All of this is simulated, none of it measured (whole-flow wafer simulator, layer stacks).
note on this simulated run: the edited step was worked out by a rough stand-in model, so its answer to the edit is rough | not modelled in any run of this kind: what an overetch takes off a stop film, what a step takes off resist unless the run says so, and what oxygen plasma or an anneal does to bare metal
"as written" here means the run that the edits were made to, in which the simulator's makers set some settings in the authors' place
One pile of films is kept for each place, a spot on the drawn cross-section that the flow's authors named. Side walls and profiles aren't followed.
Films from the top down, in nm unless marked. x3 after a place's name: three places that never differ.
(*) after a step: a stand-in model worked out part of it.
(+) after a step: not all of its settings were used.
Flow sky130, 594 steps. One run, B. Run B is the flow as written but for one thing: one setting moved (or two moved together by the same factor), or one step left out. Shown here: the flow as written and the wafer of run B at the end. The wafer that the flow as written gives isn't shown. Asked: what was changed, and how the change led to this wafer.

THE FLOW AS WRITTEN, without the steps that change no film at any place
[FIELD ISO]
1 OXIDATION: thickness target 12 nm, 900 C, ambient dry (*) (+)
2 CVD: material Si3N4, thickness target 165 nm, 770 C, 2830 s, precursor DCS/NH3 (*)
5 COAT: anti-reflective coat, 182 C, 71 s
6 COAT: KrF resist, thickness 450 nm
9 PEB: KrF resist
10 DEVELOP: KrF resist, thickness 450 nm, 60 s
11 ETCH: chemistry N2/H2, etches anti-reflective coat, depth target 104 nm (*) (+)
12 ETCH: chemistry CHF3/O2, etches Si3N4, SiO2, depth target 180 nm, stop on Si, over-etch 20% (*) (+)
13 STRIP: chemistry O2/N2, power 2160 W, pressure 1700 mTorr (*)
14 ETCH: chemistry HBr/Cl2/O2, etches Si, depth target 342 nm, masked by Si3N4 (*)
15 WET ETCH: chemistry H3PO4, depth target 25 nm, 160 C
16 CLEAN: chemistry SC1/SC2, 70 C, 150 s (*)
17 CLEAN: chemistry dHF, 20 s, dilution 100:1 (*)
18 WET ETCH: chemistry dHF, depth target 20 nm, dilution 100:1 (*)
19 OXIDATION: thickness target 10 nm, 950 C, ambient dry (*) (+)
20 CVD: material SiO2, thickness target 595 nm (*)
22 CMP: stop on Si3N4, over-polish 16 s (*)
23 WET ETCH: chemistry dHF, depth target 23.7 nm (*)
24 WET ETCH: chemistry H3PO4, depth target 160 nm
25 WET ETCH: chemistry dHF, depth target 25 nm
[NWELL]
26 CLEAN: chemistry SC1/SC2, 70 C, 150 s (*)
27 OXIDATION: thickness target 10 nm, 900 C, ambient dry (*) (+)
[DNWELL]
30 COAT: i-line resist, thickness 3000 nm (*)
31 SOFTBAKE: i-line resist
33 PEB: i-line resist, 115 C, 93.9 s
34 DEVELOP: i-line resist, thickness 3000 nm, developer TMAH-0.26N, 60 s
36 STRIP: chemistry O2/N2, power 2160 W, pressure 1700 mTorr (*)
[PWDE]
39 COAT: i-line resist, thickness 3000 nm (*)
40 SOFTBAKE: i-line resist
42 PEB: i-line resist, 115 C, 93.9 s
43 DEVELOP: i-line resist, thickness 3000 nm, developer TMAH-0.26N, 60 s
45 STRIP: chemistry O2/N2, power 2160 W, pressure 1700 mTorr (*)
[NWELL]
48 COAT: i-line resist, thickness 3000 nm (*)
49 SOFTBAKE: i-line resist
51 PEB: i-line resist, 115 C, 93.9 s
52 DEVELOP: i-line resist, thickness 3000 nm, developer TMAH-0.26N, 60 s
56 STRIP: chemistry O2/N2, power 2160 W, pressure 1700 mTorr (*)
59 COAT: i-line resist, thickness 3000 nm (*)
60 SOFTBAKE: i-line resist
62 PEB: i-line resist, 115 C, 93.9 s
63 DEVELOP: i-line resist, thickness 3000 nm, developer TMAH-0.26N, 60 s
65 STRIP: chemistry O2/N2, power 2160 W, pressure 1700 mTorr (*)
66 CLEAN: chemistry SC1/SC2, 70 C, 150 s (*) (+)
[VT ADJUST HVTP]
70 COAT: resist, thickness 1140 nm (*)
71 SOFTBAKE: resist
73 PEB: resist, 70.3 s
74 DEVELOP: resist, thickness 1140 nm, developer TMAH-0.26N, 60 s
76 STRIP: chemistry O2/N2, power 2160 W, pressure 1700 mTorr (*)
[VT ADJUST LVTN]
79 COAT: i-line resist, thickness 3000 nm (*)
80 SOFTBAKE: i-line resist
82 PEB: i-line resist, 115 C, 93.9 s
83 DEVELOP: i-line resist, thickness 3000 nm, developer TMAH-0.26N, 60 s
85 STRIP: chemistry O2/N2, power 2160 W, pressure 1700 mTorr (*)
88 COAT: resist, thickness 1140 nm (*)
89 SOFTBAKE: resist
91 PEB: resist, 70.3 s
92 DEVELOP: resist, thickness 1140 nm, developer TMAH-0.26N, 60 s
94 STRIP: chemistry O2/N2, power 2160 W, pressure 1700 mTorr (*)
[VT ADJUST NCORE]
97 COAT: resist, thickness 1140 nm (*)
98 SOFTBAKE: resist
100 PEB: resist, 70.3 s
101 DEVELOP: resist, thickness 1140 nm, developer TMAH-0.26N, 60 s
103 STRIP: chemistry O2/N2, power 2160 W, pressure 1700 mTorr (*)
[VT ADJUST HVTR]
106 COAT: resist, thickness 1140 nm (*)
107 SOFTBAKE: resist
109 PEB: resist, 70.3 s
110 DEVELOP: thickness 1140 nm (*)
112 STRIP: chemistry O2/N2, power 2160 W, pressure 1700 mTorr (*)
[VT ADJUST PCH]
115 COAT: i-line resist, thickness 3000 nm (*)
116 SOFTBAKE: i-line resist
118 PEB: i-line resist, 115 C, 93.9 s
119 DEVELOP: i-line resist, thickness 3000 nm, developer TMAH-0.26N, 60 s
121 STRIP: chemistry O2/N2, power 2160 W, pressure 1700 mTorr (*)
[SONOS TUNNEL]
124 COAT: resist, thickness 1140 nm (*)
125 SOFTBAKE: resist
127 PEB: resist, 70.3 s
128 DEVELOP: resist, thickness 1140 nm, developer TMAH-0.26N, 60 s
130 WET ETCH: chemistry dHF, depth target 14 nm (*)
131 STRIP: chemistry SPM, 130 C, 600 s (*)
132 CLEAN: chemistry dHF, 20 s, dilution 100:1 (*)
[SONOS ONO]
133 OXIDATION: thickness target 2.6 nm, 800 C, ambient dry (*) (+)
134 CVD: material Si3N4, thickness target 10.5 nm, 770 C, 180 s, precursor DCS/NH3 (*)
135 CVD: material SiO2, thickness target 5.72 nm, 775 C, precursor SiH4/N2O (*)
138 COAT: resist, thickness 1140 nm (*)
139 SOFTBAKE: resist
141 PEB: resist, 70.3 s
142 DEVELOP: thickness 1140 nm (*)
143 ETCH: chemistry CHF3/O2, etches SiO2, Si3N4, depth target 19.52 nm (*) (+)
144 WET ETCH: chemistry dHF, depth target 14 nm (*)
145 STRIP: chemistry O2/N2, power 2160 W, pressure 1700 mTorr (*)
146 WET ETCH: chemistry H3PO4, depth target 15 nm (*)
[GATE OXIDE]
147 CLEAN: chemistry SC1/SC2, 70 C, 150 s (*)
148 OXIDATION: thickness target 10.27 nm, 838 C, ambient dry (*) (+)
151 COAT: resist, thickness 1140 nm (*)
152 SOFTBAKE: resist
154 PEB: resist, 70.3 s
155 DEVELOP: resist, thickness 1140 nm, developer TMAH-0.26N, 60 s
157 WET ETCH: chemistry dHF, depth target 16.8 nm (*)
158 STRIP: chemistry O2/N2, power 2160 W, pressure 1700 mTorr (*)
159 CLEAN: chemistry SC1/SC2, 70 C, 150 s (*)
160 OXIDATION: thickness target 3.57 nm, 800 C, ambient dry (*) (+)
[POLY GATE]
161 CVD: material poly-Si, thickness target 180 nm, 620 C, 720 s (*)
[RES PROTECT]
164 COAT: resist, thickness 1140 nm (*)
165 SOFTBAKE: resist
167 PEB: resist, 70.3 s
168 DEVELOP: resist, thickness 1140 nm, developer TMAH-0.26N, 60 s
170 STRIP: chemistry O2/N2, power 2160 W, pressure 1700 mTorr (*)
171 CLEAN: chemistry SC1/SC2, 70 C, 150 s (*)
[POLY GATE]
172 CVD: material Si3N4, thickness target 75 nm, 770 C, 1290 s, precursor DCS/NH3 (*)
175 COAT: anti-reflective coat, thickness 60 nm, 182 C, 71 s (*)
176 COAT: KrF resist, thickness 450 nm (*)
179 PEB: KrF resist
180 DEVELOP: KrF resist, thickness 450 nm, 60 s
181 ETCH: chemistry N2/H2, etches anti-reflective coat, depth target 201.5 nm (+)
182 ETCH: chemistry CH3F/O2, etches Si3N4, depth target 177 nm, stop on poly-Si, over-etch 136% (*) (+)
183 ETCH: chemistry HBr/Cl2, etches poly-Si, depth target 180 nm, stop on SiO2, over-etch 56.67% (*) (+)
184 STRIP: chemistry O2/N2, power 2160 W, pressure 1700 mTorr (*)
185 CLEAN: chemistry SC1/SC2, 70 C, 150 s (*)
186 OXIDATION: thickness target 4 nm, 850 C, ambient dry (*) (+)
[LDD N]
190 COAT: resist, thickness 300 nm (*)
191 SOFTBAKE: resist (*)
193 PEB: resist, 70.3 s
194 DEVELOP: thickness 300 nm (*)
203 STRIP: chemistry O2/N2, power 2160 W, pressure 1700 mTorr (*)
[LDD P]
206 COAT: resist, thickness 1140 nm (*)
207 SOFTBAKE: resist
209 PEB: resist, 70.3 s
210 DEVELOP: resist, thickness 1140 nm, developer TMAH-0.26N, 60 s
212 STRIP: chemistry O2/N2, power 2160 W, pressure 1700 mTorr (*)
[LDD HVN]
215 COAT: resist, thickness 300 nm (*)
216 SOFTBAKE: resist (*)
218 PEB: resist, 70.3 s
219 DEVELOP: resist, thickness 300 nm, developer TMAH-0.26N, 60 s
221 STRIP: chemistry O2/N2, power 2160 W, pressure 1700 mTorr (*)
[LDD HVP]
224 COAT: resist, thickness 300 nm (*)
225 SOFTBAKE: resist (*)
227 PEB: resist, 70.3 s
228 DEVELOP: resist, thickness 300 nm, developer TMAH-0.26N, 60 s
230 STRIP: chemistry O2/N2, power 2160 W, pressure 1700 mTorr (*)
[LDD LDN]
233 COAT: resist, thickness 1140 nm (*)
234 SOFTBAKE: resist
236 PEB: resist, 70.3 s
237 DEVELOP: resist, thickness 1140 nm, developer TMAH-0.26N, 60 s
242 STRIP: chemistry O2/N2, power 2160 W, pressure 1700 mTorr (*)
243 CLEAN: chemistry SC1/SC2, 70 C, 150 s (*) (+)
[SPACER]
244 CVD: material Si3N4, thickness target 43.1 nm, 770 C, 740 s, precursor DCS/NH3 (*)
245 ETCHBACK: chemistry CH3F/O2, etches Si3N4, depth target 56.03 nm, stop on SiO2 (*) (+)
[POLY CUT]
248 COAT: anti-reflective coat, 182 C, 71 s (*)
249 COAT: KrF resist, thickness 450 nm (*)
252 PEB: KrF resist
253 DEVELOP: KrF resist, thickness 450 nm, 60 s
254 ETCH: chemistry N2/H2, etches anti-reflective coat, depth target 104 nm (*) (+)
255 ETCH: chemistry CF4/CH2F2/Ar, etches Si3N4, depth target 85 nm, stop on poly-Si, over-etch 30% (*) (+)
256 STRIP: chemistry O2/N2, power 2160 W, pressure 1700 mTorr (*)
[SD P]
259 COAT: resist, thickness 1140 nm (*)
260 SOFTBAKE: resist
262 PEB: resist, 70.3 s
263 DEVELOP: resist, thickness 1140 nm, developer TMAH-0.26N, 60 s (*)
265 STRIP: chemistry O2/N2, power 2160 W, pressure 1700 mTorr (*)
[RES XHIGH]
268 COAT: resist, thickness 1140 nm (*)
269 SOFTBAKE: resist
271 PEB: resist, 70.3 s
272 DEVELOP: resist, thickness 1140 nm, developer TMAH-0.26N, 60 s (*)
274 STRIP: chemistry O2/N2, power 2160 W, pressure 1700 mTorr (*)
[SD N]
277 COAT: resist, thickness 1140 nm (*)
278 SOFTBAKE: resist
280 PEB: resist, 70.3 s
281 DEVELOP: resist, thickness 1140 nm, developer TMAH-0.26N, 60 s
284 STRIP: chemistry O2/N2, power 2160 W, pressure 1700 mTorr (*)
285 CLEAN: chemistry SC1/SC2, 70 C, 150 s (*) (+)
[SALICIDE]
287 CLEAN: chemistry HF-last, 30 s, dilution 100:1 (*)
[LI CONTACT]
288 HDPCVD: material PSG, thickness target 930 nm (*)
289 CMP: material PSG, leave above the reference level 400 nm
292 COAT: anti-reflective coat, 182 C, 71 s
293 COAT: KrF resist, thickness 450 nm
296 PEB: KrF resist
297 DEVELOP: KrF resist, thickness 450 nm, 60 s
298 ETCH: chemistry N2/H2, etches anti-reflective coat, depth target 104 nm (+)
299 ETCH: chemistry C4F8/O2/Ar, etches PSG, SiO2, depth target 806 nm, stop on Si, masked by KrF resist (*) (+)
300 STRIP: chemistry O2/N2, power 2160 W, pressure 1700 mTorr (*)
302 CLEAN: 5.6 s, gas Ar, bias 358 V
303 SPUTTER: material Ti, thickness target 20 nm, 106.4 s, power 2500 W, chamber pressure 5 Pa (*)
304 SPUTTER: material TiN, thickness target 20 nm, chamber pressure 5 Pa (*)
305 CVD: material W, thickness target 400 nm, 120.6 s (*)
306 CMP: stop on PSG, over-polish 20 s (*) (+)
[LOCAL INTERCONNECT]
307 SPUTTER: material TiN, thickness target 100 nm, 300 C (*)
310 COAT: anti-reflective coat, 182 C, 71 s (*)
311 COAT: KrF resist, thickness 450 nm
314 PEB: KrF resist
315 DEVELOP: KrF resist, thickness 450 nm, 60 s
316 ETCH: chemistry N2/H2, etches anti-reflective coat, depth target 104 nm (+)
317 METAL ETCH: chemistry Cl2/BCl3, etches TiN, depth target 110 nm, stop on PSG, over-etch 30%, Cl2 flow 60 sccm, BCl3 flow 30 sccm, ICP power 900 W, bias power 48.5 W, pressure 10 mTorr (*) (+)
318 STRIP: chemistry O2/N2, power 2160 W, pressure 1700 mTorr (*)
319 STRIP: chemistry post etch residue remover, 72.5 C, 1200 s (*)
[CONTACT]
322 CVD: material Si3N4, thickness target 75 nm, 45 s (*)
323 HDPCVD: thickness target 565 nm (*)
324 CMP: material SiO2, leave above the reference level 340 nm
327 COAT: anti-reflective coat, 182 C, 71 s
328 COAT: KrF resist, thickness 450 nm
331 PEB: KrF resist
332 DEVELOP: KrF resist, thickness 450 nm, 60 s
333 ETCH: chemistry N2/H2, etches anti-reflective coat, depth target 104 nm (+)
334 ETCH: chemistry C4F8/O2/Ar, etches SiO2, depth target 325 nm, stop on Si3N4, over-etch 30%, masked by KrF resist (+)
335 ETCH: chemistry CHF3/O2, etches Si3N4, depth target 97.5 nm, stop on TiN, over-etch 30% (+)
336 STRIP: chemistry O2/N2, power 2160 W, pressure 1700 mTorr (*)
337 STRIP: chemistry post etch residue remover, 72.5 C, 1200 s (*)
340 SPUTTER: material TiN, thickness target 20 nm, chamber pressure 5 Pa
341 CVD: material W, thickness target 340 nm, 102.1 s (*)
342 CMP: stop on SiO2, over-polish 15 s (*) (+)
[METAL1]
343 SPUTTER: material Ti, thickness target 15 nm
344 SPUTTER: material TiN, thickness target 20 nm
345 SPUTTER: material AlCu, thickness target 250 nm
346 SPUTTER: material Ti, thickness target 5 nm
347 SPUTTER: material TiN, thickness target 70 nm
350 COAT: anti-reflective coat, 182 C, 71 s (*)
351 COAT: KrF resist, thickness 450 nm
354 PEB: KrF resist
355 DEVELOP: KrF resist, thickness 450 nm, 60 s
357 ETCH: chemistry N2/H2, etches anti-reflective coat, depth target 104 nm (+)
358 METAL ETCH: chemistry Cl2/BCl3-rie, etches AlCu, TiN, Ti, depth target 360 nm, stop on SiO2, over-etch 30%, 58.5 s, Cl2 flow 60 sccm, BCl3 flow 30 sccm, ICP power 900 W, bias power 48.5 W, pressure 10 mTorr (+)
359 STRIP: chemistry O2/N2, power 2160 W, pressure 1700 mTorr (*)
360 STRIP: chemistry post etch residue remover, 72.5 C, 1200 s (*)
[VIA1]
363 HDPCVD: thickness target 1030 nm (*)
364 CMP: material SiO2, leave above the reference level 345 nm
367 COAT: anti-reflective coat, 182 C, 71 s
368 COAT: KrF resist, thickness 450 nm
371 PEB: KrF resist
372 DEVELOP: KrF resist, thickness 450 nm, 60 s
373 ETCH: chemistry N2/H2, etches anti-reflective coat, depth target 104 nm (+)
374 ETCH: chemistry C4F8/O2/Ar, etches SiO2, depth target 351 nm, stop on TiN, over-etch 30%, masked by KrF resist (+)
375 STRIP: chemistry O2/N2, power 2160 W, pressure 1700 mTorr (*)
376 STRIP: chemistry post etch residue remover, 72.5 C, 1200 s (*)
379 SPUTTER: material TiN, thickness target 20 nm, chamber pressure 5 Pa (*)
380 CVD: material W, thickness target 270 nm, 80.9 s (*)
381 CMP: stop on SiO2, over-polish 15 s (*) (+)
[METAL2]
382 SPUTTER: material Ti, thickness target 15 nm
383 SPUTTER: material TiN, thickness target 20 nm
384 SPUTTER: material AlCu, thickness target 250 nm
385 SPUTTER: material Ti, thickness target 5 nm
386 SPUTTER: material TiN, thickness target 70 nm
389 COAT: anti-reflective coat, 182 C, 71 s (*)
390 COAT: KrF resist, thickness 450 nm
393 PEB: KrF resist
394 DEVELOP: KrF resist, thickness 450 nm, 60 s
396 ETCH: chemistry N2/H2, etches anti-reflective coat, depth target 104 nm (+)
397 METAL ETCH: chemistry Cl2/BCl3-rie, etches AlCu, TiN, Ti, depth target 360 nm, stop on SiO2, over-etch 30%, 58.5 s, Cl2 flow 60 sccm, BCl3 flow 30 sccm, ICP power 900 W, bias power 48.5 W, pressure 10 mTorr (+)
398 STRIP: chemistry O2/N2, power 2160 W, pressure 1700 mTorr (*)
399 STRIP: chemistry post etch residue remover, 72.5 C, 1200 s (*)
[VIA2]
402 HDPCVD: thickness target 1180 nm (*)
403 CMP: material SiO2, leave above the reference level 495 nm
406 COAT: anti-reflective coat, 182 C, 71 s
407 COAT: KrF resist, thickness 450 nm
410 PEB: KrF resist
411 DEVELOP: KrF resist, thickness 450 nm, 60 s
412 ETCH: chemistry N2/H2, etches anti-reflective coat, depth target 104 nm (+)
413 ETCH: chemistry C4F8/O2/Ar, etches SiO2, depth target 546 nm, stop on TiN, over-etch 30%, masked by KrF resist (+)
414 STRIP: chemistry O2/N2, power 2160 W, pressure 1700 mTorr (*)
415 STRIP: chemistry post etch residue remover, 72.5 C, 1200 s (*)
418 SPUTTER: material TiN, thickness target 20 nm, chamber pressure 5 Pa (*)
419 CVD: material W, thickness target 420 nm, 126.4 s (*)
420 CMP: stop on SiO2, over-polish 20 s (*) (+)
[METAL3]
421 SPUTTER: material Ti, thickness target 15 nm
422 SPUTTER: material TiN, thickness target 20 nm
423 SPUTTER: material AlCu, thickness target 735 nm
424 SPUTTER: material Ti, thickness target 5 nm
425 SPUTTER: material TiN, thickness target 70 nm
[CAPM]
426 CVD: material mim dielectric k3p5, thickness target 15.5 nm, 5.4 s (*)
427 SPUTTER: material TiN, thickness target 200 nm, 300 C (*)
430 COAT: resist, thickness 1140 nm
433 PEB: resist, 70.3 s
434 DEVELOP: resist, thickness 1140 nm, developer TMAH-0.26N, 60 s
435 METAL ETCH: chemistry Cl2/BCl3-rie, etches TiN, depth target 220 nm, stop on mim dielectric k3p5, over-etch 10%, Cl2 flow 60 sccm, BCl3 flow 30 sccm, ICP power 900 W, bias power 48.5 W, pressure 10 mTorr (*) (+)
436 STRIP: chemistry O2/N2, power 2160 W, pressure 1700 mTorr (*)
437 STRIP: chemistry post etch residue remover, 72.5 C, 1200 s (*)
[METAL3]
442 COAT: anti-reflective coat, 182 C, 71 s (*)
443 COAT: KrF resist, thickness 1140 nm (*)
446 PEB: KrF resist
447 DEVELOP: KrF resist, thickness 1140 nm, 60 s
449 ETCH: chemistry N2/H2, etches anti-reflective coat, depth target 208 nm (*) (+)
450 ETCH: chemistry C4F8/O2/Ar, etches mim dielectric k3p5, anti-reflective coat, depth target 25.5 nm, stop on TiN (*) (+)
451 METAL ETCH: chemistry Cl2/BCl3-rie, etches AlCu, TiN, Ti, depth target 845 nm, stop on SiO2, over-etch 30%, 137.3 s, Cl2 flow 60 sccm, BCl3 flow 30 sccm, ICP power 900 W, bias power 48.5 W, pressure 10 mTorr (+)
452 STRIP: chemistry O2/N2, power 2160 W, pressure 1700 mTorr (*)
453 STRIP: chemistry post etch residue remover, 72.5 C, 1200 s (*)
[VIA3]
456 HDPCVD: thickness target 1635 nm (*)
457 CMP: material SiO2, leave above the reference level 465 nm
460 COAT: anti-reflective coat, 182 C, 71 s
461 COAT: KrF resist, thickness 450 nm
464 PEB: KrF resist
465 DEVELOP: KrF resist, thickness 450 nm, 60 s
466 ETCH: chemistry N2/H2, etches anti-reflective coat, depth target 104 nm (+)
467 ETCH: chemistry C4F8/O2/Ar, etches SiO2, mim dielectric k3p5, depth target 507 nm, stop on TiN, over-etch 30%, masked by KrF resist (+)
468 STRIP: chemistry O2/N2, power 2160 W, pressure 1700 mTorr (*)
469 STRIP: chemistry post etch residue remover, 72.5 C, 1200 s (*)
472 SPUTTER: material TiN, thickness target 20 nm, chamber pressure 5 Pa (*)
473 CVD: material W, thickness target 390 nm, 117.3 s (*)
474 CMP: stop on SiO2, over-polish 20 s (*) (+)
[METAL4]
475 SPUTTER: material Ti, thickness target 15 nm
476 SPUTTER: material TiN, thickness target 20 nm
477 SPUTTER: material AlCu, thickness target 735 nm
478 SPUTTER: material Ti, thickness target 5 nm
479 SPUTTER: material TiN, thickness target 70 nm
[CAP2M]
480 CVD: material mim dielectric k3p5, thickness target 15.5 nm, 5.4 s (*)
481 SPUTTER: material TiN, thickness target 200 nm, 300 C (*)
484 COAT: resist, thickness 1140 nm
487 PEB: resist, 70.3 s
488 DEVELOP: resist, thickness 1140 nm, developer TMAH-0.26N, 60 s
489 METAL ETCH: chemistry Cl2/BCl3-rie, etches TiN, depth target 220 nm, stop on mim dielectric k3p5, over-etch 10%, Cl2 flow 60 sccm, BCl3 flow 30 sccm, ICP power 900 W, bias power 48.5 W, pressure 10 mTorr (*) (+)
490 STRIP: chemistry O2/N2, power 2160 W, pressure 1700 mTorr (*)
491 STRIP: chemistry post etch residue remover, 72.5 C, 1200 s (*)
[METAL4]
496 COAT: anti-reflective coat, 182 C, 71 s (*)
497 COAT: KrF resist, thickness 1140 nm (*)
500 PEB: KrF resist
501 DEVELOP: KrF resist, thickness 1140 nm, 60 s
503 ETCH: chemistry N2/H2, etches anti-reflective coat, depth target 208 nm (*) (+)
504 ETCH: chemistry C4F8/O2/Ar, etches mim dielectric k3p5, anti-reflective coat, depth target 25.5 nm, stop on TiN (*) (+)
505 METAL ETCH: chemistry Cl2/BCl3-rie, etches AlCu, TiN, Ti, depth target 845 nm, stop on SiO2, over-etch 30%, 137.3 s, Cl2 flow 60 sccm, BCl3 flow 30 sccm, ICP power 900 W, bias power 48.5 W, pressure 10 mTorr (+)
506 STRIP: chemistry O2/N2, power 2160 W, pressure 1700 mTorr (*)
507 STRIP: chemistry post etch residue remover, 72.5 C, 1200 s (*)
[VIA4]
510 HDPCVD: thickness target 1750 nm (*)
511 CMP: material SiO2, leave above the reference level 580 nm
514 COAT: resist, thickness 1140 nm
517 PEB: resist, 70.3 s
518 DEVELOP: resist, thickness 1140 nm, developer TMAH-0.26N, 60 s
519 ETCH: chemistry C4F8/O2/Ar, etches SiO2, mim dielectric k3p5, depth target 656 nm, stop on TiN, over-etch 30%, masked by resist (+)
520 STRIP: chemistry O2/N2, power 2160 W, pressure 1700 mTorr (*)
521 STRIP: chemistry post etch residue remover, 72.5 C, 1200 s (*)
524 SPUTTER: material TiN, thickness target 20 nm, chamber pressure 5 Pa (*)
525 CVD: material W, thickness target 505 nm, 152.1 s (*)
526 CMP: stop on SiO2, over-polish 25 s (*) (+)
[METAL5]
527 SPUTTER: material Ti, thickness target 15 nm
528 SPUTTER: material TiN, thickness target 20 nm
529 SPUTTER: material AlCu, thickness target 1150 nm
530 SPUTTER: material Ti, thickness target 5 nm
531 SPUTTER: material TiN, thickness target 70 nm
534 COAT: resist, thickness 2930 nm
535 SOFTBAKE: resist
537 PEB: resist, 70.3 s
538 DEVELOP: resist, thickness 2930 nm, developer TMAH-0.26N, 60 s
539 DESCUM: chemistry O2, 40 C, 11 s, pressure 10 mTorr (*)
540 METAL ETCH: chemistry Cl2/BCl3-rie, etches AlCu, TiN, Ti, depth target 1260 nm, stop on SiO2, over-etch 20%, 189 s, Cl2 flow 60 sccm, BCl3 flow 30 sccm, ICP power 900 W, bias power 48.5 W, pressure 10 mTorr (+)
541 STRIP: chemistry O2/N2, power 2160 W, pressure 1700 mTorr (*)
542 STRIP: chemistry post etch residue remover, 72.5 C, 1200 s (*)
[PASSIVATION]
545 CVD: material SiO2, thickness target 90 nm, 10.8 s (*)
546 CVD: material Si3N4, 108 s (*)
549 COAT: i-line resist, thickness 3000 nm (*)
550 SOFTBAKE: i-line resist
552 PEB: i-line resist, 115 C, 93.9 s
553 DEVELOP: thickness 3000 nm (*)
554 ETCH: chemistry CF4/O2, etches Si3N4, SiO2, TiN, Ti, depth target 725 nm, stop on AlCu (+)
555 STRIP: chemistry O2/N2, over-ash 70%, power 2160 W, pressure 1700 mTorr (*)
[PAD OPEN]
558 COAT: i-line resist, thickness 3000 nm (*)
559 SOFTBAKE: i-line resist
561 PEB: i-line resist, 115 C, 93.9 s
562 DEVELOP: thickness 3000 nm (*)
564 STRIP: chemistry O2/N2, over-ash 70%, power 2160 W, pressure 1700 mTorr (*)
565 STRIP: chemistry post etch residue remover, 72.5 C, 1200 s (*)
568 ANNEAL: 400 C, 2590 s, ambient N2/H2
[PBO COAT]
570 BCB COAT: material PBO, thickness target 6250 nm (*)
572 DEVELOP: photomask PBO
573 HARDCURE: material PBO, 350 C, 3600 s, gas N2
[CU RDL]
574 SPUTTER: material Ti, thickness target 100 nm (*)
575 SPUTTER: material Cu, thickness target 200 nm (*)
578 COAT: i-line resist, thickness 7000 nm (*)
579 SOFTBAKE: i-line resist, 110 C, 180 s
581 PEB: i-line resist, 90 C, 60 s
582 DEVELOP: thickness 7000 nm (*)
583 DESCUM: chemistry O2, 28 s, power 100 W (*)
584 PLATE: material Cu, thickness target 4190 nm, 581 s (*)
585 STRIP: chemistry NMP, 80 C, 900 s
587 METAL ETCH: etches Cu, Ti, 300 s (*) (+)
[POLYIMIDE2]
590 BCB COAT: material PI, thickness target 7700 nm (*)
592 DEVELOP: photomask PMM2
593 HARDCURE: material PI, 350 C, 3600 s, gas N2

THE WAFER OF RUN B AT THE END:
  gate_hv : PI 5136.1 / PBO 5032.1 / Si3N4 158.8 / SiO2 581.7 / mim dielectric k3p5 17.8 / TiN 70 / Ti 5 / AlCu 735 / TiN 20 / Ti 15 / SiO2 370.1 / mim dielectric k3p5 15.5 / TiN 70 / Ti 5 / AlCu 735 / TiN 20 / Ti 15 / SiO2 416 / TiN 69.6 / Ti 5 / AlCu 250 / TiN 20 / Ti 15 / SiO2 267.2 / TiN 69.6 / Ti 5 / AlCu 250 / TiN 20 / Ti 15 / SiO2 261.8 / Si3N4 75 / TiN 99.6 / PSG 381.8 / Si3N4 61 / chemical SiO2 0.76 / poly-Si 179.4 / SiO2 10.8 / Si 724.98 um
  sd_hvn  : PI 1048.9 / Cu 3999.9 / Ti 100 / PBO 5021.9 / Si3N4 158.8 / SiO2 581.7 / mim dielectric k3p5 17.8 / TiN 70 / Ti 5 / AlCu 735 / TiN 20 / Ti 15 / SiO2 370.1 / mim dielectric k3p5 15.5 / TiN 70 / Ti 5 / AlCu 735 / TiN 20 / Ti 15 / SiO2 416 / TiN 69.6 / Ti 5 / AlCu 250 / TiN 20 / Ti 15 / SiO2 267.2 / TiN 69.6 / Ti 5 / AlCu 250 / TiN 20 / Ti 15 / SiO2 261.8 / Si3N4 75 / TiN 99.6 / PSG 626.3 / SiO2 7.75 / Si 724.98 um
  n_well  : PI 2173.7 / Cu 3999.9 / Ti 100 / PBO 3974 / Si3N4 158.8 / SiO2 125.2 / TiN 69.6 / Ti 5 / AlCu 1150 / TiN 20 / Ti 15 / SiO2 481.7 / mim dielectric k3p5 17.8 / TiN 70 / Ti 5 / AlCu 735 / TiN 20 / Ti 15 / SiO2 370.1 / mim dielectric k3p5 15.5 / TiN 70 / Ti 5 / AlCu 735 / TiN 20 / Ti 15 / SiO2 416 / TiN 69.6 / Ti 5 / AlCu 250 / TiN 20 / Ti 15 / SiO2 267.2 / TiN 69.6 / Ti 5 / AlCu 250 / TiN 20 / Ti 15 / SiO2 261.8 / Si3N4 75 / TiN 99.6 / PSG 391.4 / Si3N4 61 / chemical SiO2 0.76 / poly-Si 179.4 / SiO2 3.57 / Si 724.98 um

The cause: step 480, CVD: thickness target 17.8 nm was run, where the flow has thickness target 15.5 nm; step 480, CVD: 6.21 s was run, where the flow has 5.4 s.
It can be read off the wafer: gate_hv has mim dielectric k3p5 17.8, and step 480 as written asks for 15.5 nm.

How the change led to this, step by step:
  480 CVD: material mim dielectric k3p5, thickness target 15.5 nm, 5.4 s (*)
      field, active, n_well and 189 more: mim dielectric k3p5 +17.8 (new film) (as written it would be: mim dielectric k3p5 +15.5 (new film))
  504 ETCH: chemistry C4F8/O2/Ar, etches mim dielectric k3p5, anti-reflective coat, depth target 25.5 nm, stop on TiN (*) (+)
      n_well, p_well, gate_hv and 102 more: KrF resist -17 (as written it would be: KrF resist -15.5)
      field, active, gate and 85 more: mim dielectric k3p5 -17.8 (all of it) (as written it would be: mim dielectric k3p5 -15.5 (all of it))
  519 ETCH: chemistry C4F8/O2/Ar, etches SiO2, mim dielectric k3p5, depth target 656 nm, stop on TiN, over-etch 30%, masked by resist (+)
      m1: SiO2 -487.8 (all of it), mim dielectric k3p5 -17.8 (all of it) (as written it would be: SiO2 -490.1 (all of it), mim dielectric k3p5 -15.5 (all of it))
      via4_hole: SiO2 -487.2 (all of it), mim dielectric k3p5 -17.8 (all of it) (as written it would be: SiO2 -489.5 (all of it), mim dielectric k3p5 -15.5 (all of it))
